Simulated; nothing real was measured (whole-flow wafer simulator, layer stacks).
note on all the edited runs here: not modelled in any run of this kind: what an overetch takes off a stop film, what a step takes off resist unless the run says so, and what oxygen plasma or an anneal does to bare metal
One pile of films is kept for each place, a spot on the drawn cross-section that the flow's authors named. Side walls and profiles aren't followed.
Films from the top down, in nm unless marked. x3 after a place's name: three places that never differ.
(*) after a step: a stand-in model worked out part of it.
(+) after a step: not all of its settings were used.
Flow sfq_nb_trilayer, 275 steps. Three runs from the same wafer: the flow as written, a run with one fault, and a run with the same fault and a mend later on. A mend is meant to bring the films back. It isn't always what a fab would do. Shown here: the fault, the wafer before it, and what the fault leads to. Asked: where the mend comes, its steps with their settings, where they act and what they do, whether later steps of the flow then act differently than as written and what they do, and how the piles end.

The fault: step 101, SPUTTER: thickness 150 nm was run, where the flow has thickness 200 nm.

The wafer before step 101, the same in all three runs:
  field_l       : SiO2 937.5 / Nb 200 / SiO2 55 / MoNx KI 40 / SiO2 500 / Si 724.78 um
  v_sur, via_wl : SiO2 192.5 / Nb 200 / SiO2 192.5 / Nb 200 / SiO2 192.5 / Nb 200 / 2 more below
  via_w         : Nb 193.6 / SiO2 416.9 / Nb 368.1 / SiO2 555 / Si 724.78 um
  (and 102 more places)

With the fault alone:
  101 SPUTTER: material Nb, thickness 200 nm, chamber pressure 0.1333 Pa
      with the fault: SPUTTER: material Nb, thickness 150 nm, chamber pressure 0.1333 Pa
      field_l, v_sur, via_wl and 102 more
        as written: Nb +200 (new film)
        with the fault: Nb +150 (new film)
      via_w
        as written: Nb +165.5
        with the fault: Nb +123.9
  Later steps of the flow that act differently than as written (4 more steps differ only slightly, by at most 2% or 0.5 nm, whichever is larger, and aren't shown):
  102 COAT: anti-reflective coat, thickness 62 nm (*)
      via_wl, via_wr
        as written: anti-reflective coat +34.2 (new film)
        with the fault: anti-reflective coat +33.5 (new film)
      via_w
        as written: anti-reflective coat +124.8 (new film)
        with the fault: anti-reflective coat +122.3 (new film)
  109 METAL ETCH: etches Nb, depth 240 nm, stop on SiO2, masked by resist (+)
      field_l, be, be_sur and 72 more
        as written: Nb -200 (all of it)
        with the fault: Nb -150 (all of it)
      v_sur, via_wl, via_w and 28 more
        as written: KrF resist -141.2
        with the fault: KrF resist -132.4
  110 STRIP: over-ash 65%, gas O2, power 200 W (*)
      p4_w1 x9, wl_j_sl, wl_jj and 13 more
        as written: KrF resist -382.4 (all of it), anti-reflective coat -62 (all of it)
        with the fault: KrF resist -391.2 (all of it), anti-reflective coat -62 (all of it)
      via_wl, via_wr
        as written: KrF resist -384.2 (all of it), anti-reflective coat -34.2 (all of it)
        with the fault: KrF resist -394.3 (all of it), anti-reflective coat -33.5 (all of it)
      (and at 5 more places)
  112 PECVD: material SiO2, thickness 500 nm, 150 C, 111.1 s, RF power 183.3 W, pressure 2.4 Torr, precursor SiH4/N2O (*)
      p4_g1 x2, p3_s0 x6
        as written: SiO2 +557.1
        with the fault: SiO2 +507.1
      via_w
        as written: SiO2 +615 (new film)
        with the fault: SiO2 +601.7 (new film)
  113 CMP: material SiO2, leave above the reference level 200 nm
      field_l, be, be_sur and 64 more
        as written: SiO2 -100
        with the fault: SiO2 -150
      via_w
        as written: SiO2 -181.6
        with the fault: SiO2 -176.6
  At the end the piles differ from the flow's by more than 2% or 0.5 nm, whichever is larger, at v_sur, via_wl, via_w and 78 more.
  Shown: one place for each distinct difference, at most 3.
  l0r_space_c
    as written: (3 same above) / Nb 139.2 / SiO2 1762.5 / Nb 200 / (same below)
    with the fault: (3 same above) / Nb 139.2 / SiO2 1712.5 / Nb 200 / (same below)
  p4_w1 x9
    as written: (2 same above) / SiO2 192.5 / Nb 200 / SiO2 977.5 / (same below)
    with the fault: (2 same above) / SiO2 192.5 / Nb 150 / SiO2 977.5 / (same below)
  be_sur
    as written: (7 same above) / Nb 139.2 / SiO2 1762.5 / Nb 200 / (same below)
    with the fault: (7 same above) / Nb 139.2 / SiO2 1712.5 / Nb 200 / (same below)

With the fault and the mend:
  The mend comes after step 101.
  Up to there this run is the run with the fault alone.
  101a SPUTTER: material Nb, thickness 50 nm, chamber pressure 0.1333 Pa (the flow's step 101 once more, with other settings)
      field_l, v_sur, via_wl and 102 more
        Nb +50
      via_w
        Nb +38.9
  No later step of the flow acts differently than as written, at any place that is followed, by more than 2% or 0.5 nm, whichever is larger.
  At the end the piles differ from the flow's only slightly at the places that both follow, by at most 2% or 0.5 nm, whichever is larger.
